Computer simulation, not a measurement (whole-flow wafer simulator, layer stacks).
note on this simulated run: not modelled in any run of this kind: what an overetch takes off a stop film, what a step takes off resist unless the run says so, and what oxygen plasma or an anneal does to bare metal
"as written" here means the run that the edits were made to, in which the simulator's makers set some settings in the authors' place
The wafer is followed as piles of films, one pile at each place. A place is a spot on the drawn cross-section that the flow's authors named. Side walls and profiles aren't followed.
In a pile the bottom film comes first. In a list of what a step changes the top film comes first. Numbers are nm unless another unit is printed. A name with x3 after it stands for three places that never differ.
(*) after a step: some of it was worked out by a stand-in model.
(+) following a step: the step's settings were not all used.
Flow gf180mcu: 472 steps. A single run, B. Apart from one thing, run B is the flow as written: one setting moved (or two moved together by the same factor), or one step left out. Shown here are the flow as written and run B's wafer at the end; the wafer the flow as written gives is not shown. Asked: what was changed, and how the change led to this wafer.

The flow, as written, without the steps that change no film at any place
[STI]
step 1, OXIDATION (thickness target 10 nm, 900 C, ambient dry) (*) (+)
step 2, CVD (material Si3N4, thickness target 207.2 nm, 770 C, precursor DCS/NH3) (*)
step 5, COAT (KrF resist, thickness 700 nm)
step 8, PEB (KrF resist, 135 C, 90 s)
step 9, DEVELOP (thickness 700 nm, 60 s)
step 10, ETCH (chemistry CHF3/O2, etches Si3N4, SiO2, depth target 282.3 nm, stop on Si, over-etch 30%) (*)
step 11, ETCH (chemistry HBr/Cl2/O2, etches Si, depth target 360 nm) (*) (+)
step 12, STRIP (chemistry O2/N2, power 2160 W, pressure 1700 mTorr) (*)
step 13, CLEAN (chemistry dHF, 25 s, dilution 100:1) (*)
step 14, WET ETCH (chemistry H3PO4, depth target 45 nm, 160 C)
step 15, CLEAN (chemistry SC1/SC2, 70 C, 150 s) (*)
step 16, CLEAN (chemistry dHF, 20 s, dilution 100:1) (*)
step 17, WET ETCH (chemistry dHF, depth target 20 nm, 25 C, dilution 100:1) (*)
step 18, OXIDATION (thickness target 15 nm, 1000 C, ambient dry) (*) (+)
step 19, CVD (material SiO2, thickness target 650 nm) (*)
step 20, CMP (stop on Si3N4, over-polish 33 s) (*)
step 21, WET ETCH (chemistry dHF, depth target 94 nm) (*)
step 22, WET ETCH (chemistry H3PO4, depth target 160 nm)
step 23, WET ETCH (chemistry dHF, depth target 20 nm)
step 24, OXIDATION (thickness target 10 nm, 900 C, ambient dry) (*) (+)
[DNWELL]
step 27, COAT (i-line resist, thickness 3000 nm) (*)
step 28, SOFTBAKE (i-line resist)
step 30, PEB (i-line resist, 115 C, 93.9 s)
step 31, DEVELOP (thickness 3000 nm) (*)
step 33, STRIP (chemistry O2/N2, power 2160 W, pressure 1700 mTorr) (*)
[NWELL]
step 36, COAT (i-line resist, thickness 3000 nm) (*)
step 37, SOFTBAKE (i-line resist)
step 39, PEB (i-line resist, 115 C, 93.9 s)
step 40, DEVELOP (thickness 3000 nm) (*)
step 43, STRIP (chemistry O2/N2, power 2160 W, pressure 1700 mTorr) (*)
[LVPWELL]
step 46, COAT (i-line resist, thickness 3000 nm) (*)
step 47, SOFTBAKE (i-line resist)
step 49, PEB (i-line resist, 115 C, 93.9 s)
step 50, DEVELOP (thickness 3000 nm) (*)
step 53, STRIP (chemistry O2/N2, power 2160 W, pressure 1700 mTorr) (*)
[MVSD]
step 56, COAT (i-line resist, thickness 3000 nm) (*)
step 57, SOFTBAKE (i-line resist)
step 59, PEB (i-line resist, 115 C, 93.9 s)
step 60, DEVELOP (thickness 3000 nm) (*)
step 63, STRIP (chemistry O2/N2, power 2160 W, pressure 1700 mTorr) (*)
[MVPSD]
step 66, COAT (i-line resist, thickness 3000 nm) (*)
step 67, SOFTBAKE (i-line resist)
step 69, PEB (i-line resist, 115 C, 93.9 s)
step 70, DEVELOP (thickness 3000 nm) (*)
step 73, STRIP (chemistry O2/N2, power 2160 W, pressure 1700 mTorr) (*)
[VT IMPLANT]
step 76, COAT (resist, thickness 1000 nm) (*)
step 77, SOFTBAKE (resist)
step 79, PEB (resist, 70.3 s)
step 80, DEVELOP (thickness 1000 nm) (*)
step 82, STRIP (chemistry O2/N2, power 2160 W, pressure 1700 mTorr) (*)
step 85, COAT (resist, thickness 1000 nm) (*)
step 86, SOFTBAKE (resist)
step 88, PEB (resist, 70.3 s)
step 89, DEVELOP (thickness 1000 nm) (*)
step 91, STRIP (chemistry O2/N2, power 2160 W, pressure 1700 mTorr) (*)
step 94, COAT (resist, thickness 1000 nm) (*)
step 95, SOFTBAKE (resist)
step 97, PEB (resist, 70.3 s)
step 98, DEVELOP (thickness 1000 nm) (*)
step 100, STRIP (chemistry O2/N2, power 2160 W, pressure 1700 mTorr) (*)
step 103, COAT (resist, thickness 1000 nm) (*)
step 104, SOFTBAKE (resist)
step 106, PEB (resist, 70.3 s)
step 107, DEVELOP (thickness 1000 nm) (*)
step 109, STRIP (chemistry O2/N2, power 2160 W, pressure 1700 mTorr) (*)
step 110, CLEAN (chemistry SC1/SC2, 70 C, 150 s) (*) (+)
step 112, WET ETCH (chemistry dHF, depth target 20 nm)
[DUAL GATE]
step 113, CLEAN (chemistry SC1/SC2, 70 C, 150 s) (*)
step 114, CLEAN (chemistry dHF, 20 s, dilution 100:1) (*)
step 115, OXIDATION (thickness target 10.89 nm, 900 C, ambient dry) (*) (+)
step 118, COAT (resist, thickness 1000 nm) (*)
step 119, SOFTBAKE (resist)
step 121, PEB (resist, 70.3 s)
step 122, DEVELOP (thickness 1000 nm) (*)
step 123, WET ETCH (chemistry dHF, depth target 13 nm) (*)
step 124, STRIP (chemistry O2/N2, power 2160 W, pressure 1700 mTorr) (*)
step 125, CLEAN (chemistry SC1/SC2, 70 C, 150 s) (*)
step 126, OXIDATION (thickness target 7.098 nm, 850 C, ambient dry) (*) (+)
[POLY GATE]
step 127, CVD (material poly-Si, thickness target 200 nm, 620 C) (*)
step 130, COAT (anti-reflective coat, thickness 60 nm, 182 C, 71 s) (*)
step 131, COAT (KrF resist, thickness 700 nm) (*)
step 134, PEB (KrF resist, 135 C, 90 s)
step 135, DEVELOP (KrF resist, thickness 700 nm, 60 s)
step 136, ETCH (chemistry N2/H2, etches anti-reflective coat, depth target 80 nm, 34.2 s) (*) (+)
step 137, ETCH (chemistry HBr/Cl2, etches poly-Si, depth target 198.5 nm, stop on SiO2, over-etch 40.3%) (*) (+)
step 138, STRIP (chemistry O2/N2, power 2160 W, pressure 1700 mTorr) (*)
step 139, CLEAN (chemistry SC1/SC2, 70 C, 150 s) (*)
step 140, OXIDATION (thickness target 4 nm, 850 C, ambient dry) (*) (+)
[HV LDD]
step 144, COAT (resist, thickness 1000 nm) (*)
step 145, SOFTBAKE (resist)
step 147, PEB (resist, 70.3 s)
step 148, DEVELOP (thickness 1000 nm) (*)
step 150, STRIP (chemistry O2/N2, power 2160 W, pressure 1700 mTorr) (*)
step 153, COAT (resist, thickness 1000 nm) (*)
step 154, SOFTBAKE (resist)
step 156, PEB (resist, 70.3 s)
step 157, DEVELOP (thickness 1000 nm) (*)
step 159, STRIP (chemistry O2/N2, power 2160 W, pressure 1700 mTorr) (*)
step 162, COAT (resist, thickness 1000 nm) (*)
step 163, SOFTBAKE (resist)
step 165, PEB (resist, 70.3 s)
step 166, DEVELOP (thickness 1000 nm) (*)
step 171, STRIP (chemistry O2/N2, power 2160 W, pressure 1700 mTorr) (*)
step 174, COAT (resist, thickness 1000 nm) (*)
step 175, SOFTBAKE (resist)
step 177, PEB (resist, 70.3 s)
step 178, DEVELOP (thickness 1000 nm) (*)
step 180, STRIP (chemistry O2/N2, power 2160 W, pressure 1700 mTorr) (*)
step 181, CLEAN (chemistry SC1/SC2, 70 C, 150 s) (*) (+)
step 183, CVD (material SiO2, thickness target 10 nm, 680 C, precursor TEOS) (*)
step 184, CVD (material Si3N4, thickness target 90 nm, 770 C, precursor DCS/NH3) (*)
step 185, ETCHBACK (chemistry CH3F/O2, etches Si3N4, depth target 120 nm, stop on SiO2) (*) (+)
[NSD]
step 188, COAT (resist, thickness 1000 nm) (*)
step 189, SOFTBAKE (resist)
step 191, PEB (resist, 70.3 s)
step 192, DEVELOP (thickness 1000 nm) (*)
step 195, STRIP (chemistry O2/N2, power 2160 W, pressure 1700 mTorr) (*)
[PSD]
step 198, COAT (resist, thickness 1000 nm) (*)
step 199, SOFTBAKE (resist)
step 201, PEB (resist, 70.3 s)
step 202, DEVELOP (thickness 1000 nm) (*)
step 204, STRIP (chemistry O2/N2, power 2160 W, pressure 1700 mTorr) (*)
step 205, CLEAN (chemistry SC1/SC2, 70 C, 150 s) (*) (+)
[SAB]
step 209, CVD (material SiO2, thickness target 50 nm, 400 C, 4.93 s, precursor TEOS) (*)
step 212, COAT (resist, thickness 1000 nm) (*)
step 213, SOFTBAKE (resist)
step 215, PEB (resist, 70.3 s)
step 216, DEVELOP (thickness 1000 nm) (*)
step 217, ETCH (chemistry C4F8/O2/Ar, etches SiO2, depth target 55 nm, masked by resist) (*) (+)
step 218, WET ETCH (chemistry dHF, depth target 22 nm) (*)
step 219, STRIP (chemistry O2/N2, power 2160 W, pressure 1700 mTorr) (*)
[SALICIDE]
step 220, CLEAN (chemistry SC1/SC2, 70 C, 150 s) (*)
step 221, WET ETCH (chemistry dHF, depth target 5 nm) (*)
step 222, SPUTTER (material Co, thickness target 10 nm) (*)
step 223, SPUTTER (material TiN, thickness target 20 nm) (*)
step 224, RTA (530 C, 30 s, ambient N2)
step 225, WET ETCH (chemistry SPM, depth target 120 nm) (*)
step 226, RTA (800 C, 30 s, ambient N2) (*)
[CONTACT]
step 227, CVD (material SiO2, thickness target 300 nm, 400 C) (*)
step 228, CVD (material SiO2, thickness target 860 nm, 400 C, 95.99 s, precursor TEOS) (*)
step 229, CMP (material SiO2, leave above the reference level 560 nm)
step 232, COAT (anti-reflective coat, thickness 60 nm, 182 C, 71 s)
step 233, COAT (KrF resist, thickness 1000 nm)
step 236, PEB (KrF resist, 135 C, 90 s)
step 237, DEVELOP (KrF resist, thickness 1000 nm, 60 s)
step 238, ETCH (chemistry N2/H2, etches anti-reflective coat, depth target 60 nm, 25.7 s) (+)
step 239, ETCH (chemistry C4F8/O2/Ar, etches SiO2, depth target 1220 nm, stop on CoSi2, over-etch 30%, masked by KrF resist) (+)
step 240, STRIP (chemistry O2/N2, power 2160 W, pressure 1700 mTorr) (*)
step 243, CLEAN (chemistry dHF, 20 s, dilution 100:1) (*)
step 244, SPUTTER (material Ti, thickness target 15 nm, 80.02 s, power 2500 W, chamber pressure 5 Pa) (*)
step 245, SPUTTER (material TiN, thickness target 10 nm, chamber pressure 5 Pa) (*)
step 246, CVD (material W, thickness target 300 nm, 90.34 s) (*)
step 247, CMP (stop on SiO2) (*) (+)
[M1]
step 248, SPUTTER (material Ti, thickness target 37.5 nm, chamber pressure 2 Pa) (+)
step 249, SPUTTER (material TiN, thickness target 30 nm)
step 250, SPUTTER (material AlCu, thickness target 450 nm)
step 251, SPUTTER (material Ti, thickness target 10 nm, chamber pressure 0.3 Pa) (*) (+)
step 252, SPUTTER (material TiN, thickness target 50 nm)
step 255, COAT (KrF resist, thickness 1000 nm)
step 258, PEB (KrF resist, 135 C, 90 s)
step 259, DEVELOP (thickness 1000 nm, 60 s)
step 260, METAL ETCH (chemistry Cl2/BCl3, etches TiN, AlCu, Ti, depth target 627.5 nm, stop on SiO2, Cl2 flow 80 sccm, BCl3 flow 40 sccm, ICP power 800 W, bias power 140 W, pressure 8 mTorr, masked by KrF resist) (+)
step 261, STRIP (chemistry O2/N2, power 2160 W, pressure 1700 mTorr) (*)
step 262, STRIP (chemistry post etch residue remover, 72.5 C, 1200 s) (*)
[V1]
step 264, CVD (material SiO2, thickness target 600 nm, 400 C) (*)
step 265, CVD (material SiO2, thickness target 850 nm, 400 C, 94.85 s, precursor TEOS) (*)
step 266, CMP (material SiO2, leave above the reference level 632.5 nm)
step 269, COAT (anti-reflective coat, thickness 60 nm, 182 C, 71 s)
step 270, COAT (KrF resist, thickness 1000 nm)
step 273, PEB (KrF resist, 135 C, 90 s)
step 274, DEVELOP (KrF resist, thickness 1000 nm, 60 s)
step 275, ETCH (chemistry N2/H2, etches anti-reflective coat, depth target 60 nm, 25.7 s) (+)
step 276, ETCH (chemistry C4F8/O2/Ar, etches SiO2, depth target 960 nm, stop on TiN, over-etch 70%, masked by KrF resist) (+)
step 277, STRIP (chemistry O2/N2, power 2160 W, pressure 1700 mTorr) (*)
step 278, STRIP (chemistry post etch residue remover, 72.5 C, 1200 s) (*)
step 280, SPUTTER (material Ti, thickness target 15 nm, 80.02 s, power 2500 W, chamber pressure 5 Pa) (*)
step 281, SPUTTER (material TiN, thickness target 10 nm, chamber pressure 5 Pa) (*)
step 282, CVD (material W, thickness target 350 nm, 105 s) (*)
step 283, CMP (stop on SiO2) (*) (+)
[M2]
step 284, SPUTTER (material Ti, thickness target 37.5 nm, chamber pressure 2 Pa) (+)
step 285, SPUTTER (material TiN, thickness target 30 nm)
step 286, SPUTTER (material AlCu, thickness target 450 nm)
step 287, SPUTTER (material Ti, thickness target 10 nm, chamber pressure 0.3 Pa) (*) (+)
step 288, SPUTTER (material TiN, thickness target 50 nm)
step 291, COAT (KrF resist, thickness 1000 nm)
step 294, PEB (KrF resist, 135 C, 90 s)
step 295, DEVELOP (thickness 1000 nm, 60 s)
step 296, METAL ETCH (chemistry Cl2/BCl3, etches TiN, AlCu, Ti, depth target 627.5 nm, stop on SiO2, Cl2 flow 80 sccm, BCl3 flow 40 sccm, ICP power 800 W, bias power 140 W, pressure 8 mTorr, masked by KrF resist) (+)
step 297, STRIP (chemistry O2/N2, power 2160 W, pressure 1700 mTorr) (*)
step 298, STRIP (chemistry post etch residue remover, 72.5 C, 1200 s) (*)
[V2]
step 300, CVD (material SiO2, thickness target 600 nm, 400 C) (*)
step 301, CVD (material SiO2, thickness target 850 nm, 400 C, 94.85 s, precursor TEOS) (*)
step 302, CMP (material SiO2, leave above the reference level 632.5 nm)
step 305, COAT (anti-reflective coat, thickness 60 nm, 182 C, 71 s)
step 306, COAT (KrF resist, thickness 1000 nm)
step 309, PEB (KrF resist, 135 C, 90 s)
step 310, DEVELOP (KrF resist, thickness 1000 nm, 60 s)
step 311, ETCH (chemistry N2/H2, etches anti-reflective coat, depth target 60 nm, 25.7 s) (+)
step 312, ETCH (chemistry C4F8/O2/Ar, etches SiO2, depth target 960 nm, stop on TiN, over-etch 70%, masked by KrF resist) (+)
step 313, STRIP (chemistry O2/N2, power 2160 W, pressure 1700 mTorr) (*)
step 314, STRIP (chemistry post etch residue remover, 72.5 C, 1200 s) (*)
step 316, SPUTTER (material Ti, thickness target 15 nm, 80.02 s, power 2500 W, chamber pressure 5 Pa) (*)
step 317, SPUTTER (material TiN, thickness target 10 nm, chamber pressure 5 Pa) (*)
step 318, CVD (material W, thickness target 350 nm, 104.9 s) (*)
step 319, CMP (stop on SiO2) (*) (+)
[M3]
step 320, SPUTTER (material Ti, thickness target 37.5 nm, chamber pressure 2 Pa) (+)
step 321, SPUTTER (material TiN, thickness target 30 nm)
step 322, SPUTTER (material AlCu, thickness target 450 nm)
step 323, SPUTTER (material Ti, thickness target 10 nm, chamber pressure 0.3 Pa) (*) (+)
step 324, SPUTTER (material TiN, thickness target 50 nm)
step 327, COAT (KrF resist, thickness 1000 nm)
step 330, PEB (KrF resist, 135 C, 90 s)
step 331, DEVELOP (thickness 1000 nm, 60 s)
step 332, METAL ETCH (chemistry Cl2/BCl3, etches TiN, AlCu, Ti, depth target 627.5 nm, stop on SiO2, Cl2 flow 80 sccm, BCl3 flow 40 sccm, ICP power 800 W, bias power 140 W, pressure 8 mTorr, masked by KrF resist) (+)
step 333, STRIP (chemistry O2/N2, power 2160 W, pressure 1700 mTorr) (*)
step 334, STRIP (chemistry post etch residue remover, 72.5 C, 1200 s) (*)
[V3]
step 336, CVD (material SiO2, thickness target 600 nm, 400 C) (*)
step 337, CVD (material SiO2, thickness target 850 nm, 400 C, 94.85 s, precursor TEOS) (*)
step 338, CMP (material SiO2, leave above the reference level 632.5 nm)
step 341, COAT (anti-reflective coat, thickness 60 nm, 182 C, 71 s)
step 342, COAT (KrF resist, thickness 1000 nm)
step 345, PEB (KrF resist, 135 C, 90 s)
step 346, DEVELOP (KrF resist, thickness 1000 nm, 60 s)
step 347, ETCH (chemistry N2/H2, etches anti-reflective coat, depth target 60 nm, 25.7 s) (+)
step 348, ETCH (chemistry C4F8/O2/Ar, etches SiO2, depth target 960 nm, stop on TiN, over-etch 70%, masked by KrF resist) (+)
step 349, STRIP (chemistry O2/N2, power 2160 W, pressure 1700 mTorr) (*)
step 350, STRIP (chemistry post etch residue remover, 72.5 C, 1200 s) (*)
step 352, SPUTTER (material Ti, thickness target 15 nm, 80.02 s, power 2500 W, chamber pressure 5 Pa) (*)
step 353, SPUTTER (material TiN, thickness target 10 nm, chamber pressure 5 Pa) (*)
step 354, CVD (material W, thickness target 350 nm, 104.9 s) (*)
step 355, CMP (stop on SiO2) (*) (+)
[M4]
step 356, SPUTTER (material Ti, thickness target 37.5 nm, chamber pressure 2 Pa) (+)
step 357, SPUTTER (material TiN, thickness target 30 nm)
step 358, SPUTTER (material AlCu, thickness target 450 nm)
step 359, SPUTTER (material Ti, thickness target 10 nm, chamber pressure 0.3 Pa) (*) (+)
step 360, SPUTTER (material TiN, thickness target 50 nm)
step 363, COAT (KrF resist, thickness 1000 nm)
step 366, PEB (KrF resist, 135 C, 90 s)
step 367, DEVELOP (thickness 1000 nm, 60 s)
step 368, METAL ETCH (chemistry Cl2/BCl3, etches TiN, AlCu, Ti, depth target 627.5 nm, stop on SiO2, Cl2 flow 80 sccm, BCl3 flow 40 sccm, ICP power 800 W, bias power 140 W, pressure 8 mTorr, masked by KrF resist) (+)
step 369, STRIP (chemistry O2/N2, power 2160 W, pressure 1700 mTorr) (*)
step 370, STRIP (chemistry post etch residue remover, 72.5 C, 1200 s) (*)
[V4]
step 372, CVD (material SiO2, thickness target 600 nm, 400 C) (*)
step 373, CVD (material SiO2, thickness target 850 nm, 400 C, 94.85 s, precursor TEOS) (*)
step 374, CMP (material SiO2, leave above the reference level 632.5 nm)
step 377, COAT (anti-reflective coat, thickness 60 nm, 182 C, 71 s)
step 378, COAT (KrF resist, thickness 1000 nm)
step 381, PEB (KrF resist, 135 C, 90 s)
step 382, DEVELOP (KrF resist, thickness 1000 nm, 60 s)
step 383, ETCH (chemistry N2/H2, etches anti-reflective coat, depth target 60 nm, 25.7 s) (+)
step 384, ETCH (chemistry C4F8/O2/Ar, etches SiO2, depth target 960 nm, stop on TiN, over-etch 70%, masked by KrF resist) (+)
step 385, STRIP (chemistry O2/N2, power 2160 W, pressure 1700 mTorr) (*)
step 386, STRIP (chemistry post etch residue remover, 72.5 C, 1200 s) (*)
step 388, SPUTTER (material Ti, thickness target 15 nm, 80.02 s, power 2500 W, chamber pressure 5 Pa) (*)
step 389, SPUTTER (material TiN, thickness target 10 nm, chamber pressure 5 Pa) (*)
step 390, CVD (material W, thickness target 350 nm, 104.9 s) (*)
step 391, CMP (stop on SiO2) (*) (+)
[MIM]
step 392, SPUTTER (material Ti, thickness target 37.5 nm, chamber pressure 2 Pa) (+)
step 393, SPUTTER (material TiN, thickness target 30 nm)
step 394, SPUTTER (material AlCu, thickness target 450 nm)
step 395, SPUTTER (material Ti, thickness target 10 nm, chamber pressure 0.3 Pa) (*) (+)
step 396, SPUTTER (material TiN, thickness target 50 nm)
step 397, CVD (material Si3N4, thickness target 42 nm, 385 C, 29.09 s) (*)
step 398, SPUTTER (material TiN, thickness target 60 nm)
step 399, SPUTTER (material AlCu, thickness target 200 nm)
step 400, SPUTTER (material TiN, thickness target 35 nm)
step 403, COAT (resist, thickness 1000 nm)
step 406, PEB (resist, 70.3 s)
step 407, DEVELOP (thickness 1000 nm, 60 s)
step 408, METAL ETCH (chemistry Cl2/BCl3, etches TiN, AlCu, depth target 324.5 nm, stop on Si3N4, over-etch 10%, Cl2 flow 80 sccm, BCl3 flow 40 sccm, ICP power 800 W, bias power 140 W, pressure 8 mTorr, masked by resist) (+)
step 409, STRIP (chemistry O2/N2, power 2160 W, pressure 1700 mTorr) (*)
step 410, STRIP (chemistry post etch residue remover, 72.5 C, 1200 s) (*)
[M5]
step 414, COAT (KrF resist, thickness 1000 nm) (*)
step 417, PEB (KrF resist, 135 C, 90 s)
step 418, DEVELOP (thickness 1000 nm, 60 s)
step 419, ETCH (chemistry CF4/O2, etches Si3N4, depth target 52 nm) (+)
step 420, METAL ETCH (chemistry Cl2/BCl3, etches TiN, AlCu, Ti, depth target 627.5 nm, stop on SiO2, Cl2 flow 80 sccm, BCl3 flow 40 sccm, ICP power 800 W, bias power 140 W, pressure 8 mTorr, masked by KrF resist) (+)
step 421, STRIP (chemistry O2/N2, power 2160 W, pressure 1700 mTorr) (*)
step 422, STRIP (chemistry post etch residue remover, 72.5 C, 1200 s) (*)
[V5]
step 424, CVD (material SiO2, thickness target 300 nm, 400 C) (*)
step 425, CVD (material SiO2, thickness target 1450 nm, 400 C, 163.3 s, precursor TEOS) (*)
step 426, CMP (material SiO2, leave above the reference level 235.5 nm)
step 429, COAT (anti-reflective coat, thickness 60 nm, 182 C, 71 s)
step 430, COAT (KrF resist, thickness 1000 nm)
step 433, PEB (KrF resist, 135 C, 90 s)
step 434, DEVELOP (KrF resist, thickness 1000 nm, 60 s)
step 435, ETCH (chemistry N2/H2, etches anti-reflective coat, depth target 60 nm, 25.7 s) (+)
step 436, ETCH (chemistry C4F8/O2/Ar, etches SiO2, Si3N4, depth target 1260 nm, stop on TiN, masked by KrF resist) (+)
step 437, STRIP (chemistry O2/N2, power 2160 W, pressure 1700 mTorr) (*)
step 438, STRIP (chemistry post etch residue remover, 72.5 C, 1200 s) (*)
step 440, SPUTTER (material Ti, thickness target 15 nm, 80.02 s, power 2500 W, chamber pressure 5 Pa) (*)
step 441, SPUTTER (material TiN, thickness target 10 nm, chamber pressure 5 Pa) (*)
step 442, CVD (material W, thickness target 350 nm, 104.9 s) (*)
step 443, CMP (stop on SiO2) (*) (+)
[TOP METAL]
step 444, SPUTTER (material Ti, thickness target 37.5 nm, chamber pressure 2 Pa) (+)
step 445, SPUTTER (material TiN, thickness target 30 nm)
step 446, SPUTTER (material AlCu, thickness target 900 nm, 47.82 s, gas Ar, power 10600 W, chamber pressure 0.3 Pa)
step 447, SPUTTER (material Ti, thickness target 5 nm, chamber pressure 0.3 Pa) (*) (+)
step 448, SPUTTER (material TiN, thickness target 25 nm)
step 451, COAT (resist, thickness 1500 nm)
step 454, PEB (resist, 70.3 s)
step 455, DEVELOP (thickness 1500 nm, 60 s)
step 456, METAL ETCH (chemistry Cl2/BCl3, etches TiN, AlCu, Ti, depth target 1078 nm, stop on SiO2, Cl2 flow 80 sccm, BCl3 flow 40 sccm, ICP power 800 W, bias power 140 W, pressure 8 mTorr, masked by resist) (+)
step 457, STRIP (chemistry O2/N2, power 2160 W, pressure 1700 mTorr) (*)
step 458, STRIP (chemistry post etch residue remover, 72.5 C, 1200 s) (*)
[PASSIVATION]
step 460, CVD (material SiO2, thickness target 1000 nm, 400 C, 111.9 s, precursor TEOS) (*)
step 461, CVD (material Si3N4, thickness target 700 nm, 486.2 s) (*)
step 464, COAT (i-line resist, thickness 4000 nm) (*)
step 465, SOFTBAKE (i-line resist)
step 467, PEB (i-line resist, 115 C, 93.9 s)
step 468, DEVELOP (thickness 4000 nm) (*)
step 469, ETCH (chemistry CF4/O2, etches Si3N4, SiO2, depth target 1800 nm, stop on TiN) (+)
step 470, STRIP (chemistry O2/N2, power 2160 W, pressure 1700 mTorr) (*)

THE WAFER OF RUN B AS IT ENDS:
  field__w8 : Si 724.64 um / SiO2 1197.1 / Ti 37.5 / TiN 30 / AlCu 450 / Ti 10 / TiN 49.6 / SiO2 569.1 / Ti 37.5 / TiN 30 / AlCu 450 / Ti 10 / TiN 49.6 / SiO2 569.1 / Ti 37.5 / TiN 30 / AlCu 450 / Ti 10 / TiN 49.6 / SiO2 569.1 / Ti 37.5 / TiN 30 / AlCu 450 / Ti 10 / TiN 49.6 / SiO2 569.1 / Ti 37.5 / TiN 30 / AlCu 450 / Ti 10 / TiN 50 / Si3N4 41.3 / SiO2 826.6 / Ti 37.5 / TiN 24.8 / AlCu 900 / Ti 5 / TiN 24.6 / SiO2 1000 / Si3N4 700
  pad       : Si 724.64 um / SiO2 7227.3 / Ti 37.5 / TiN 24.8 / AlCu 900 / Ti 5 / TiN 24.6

Cause: step 445, SPUTTER: thickness target 24.8 nm was run, while the flow as written has thickness target 30 nm.
The wafer lets one read it off: field__w8 has TiN 24.8, and step 445 as written asks for 30 nm.

How this came from the change, step by step:
  step 445, SPUTTER (material TiN, thickness target 30 nm)
      field, field__w1, field__w2 and 109 more: TiN gains 24.8 (new film) (as written it would have been: TiN gains 30 (new film))
  step 456, METAL ETCH (chemistry Cl2/BCl3, etches TiN, AlCu, Ti, depth target 1078 nm, stop on SiO2, Cl2 flow 80 sccm, BCl3 flow 40 sccm, ICP power 800 W, bias power 140 W, pressure 8 mTorr, masked by resist) (+)
      field, field__w1, field__w2 and 103 more: TiN loses 25 (all of it), Ti loses 5 (all of it), AlCu loses 900 (all of it), TiN loses 24.8 (all of it), Ti loses 37.5 (all of it) (as written it would have been: TiN loses 25 (all of it), Ti loses 5 (all of it), AlCu loses 900 (all of it), TiN loses 30 (all of it), Ti loses 37.5 (all of it))
